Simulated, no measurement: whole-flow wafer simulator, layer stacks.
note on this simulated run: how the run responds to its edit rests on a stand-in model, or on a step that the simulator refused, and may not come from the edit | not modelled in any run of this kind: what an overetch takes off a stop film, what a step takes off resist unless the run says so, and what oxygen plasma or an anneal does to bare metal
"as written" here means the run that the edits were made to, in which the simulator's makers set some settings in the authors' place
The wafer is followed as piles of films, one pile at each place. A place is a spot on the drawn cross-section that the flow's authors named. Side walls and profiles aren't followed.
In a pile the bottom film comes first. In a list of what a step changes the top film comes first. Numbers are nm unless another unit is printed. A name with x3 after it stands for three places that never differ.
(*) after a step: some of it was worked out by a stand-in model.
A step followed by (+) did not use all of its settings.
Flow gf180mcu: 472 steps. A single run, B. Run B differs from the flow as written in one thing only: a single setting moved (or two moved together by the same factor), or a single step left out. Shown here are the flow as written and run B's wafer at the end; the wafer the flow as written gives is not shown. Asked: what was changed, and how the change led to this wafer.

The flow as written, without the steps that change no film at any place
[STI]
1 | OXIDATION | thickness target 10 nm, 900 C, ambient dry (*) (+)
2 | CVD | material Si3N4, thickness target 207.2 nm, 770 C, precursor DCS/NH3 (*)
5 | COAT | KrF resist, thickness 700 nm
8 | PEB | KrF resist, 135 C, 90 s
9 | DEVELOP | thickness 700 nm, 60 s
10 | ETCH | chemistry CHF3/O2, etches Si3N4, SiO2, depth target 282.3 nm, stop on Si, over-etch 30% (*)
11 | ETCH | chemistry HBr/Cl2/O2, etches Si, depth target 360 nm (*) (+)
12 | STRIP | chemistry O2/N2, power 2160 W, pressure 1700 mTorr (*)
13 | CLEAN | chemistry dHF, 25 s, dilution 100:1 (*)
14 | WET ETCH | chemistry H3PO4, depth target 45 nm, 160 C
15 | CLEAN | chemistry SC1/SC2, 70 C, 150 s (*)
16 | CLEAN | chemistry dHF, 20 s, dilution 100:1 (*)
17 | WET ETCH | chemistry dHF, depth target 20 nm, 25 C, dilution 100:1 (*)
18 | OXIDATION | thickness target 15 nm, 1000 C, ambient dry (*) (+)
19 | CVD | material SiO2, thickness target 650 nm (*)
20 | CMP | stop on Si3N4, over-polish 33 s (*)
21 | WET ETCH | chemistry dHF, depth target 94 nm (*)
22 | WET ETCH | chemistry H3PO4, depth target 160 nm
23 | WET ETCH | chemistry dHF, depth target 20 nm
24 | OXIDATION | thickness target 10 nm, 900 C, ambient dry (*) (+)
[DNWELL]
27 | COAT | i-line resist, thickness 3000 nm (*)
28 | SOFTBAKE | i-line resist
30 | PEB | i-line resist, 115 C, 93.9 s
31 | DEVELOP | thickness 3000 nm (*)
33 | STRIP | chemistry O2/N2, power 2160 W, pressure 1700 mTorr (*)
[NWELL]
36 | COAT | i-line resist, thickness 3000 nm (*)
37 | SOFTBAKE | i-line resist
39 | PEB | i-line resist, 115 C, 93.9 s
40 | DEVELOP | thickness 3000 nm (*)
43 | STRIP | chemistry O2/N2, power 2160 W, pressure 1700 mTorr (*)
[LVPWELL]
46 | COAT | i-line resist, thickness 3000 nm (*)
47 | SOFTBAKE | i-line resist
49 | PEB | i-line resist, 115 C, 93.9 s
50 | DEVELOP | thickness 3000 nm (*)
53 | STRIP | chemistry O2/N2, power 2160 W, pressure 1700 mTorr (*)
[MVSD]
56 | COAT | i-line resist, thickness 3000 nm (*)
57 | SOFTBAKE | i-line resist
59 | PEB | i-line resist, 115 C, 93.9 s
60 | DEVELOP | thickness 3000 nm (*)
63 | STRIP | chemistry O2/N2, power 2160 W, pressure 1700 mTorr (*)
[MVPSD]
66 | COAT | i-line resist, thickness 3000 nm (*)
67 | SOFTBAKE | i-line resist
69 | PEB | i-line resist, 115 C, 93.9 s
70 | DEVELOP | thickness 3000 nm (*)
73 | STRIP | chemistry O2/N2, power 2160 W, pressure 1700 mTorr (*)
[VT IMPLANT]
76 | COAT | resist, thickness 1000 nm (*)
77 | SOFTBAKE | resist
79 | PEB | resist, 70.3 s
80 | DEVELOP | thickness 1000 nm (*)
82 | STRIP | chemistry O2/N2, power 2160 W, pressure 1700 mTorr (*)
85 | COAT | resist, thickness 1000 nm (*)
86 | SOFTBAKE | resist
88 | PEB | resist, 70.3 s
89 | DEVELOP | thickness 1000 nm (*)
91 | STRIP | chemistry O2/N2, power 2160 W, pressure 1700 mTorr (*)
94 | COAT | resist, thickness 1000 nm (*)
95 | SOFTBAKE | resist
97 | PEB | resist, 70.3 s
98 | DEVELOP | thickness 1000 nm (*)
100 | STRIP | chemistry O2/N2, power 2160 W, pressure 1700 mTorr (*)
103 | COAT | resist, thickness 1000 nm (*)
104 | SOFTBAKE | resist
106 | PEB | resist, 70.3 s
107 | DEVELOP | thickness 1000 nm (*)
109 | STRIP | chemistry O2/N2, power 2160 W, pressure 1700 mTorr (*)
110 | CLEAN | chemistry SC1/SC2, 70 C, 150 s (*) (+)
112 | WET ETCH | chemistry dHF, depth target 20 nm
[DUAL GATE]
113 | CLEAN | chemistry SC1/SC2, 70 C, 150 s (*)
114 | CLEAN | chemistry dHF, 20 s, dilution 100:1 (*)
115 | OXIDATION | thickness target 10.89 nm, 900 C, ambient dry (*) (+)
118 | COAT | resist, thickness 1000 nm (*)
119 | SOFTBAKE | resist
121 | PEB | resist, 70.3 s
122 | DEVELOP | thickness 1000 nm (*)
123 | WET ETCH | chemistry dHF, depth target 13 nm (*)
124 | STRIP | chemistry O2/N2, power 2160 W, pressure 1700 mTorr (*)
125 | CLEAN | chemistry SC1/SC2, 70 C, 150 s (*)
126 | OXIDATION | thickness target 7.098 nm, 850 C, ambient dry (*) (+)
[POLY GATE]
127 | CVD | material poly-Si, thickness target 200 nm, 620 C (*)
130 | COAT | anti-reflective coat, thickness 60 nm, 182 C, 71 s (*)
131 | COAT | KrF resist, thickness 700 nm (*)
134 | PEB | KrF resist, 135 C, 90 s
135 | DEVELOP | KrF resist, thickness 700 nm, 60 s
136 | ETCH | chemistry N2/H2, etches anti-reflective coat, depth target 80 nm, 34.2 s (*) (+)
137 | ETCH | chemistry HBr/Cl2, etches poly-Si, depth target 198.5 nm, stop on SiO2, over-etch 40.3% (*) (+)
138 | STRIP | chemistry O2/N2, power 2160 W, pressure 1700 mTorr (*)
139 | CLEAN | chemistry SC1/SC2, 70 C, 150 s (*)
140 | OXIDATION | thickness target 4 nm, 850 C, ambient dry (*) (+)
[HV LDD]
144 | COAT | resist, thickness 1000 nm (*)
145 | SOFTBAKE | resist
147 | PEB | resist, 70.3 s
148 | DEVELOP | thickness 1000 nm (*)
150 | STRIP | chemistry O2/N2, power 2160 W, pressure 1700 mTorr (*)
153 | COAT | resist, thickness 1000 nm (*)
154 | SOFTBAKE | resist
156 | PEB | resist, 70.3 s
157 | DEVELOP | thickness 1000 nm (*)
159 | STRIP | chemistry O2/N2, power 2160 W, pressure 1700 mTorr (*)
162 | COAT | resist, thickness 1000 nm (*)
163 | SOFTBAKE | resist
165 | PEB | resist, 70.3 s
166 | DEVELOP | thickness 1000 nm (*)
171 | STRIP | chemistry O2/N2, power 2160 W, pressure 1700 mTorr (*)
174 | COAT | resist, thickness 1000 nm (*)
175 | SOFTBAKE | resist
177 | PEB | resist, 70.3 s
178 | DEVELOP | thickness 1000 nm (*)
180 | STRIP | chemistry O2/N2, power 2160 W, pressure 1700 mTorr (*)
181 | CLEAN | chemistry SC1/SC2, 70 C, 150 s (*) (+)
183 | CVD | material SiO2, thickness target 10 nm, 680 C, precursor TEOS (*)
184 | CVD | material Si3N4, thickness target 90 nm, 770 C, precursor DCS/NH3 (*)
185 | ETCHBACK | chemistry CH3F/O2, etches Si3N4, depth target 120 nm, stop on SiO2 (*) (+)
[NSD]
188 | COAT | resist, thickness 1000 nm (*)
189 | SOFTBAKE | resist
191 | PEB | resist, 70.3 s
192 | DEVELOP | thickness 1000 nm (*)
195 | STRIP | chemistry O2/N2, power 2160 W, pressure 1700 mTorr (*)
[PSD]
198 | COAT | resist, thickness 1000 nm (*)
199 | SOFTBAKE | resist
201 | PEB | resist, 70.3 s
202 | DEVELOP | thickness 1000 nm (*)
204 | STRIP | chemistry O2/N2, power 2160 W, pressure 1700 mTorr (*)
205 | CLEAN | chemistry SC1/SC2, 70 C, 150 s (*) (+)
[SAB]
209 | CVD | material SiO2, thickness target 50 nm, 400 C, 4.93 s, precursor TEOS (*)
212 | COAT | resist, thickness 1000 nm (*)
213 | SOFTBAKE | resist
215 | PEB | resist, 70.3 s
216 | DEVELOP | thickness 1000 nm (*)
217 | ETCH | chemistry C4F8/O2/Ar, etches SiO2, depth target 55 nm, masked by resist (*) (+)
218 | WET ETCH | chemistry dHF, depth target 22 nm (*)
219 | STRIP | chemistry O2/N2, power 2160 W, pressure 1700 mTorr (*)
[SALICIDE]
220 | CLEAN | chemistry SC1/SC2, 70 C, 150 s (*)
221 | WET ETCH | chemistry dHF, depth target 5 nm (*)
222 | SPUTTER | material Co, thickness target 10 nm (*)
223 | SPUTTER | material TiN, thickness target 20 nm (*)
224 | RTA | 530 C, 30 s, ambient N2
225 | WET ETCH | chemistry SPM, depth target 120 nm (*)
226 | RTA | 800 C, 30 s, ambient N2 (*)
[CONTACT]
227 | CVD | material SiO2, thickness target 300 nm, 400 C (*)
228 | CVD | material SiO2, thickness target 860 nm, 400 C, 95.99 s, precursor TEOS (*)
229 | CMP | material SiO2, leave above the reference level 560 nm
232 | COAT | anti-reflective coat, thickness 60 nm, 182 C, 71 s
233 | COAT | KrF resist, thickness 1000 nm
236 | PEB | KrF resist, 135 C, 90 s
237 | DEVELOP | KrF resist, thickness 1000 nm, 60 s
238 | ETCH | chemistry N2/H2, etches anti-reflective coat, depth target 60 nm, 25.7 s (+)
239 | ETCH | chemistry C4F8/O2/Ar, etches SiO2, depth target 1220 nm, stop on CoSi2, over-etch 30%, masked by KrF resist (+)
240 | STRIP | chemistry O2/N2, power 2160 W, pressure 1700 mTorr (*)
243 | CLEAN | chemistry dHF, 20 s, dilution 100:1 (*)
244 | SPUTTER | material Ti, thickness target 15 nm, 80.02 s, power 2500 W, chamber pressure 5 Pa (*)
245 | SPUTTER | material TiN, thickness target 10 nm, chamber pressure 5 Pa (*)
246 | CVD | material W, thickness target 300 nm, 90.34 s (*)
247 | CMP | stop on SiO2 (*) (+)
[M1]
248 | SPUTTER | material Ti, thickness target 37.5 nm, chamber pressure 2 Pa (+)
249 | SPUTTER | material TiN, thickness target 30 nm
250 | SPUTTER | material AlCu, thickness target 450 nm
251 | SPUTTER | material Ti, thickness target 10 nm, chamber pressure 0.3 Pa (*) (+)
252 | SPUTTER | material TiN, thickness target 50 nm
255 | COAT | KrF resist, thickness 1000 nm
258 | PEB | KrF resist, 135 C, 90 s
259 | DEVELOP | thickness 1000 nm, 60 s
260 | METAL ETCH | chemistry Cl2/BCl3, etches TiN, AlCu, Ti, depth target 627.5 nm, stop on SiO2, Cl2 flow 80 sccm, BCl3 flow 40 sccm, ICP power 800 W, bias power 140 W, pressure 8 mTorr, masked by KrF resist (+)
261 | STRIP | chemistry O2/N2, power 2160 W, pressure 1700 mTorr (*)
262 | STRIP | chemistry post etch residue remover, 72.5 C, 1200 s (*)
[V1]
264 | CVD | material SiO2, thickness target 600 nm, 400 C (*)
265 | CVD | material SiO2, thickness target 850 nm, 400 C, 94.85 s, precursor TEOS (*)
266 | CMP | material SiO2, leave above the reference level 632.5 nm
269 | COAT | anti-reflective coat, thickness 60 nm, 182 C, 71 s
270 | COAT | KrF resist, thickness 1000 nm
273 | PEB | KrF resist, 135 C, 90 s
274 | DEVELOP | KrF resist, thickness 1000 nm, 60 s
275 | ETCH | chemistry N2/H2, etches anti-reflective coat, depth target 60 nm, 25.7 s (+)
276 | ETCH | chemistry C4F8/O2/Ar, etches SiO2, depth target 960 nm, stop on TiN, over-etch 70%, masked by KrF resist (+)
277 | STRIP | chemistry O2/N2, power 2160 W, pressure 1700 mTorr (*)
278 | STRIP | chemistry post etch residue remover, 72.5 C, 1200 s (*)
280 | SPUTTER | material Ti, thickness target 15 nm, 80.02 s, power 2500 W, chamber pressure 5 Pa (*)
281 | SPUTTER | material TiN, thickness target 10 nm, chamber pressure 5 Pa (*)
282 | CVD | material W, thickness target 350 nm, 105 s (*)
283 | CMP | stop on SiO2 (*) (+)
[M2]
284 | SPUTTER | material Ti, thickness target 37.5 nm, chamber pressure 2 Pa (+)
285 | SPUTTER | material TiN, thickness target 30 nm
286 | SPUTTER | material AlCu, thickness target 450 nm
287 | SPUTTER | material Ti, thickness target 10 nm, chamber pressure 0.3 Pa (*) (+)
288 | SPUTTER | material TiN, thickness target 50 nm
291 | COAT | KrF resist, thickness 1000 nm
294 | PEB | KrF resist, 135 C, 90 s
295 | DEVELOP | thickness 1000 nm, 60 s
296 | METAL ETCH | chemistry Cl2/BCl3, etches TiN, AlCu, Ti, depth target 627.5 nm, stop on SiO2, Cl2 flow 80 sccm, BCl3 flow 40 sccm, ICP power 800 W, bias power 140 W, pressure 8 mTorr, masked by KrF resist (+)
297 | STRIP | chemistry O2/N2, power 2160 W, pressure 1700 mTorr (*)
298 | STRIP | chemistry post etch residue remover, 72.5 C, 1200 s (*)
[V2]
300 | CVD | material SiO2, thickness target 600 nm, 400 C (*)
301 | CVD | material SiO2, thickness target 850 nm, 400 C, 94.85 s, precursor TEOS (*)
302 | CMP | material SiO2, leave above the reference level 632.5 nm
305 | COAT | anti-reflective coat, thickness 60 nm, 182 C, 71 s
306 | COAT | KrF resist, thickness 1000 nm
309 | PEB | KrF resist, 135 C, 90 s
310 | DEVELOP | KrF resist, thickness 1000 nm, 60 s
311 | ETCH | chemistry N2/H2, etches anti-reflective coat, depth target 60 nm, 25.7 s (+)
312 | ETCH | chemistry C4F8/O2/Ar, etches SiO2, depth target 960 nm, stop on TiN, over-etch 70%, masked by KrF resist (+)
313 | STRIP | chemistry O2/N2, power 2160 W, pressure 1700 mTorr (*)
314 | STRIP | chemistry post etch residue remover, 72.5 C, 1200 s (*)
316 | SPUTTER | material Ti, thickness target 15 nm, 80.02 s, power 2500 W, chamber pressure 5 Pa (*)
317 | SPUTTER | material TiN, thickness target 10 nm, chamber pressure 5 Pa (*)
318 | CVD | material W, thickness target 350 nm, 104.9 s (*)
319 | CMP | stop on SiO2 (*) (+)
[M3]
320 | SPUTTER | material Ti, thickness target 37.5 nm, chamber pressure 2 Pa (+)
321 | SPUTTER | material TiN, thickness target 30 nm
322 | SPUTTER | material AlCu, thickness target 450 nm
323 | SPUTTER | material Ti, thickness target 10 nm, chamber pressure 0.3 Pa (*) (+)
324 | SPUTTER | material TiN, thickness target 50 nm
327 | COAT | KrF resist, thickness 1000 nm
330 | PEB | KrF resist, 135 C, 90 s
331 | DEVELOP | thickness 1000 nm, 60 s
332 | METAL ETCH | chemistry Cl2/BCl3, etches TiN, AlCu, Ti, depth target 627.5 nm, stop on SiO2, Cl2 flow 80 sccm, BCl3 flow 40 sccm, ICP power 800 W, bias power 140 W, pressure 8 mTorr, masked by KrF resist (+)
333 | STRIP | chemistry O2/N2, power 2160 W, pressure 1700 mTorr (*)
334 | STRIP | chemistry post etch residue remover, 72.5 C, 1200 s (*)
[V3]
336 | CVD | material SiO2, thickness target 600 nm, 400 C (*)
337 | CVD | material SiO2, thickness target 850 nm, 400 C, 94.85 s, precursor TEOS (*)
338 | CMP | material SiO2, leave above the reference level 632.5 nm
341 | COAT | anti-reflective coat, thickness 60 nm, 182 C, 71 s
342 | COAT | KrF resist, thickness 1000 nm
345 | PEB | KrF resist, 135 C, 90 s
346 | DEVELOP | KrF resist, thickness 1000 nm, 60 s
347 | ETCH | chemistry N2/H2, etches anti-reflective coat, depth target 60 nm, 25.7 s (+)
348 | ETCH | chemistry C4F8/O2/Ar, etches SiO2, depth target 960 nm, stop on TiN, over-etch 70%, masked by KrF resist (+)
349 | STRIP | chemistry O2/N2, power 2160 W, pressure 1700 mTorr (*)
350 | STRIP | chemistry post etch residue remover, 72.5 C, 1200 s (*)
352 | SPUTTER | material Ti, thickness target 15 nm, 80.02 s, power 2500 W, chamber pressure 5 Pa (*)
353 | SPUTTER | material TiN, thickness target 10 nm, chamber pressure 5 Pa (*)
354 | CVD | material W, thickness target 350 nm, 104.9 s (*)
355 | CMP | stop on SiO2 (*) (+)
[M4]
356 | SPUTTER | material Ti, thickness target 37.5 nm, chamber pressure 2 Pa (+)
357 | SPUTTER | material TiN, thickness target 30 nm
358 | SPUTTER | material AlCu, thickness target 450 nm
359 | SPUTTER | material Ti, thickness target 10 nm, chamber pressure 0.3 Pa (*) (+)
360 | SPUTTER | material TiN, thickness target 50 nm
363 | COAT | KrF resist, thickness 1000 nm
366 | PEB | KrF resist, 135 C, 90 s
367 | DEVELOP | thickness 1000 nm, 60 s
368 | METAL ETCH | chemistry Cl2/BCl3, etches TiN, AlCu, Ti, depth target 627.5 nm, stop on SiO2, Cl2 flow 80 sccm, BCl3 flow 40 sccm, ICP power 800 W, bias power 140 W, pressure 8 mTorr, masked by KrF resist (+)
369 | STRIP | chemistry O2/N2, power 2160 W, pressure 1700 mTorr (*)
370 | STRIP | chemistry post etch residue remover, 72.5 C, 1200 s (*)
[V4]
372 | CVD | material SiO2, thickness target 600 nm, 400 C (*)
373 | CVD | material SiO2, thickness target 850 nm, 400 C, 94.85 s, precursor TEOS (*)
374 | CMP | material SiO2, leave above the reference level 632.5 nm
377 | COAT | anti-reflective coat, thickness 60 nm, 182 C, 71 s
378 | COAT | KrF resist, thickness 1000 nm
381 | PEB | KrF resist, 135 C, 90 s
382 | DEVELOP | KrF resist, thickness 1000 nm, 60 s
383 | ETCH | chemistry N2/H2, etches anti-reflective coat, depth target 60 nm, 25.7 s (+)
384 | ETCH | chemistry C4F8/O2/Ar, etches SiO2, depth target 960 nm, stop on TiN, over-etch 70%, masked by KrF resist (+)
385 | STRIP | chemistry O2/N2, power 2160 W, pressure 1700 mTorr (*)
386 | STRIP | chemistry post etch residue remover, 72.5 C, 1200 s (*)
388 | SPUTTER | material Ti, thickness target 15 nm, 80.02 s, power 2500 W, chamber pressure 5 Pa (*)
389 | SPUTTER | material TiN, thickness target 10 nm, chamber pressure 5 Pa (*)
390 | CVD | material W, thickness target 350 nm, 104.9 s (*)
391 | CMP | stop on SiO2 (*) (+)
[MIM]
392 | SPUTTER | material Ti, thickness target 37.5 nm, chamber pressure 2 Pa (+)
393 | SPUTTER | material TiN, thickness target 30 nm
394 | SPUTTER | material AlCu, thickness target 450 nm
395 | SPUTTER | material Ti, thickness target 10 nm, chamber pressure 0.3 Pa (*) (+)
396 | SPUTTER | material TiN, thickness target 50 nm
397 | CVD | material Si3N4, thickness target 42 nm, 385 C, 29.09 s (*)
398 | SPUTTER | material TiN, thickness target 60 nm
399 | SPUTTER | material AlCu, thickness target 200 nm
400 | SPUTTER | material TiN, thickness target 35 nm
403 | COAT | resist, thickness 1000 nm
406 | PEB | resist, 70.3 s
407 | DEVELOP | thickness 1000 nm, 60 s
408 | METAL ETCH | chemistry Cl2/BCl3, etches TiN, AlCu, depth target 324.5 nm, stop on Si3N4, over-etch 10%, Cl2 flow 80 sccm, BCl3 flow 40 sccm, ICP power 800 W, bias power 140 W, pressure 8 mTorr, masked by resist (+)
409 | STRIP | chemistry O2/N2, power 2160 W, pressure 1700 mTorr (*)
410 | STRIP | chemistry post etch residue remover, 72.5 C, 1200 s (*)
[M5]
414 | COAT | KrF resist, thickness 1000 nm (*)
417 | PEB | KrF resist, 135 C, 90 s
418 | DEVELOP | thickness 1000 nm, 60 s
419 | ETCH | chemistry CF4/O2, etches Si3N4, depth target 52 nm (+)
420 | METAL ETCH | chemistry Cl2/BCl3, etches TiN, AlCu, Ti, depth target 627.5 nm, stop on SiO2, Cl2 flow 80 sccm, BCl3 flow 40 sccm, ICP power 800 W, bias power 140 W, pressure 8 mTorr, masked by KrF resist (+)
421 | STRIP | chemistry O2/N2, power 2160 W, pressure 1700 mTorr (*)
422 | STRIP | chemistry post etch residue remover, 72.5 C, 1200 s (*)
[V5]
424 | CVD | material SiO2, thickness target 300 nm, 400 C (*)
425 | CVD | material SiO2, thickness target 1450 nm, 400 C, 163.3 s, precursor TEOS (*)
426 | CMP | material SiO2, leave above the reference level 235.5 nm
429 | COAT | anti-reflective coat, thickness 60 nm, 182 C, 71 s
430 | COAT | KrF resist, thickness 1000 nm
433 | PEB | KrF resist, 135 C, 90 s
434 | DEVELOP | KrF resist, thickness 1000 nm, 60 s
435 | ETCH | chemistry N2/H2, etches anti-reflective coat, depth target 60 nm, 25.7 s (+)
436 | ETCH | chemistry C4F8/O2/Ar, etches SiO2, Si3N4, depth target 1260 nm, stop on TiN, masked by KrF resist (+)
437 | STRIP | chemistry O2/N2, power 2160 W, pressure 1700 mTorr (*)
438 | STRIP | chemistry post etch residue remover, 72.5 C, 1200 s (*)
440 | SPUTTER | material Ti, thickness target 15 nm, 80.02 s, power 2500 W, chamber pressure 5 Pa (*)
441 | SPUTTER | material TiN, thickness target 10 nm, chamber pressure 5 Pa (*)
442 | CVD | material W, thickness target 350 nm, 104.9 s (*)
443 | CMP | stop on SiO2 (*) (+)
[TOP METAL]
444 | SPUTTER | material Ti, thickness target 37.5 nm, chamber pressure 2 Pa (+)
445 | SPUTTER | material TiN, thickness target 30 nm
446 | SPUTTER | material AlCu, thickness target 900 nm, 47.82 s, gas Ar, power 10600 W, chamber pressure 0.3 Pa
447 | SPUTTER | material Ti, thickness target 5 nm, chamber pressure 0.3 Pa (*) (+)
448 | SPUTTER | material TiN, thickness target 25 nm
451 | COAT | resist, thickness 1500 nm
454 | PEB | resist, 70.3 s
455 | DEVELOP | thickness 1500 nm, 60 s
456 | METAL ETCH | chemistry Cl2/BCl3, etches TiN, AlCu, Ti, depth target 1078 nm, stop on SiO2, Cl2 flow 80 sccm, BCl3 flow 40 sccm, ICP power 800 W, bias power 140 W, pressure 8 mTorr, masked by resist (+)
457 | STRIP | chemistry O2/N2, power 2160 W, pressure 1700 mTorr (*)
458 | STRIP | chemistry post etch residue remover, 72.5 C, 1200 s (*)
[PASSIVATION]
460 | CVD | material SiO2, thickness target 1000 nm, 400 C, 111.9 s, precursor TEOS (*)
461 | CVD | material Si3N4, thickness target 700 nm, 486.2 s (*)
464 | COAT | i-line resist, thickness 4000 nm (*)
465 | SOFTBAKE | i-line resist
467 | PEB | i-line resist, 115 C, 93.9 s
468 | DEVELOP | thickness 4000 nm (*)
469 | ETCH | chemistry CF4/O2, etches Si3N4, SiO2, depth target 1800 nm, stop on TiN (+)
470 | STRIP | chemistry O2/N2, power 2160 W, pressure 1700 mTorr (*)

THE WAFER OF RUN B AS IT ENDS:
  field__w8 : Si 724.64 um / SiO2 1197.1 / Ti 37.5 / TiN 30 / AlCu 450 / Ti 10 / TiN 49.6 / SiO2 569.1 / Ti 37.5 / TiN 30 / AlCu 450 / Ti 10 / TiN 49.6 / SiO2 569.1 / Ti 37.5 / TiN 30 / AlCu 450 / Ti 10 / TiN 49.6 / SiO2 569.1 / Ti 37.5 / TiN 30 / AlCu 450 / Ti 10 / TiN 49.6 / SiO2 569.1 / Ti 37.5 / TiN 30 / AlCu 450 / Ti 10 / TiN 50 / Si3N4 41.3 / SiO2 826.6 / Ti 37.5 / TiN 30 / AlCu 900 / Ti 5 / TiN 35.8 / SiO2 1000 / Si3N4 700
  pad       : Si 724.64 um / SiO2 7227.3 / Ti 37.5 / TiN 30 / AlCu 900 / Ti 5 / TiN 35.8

The reason: step 448, SPUTTER: thickness target 36.2 nm was run, though the flow has thickness target 25 nm.

The path from the change to this, step by step:
  448 | SPUTTER | material TiN, thickness target 25 nm
      field, field__w1, field__w2 and 109 more: TiN gains 36.2 (new film) (it would be, as written: TiN gains 25 (new film))
  456 | METAL ETCH | chemistry Cl2/BCl3, etches TiN, AlCu, Ti, depth target 1078 nm, stop on SiO2, Cl2 flow 80 sccm, BCl3 flow 40 sccm, ICP power 800 W, bias power 140 W, pressure 8 mTorr, masked by resist (+)
      field, field__w1, field__w2 and 103 more: TiN loses 36.2 (all of it), Ti loses 5 (all of it), AlCu loses 900 (all of it), TiN loses 30 (all of it), Ti loses 37.5 (all of it) (it would be, as written: TiN loses 25 (all of it), Ti loses 5 (all of it), AlCu loses 900 (all of it), TiN loses 30 (all of it), Ti loses 37.5 (all of it))
  465 | SOFTBAKE | i-line resist
      gate: i-line resist loses 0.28 (it would be, as written: i-line resist gains 1.79)
      field__w11, field__w13: i-line resist gains 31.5 (it would be, as written: i-line resist gains 37.6)
      (and at 57 other places as well)
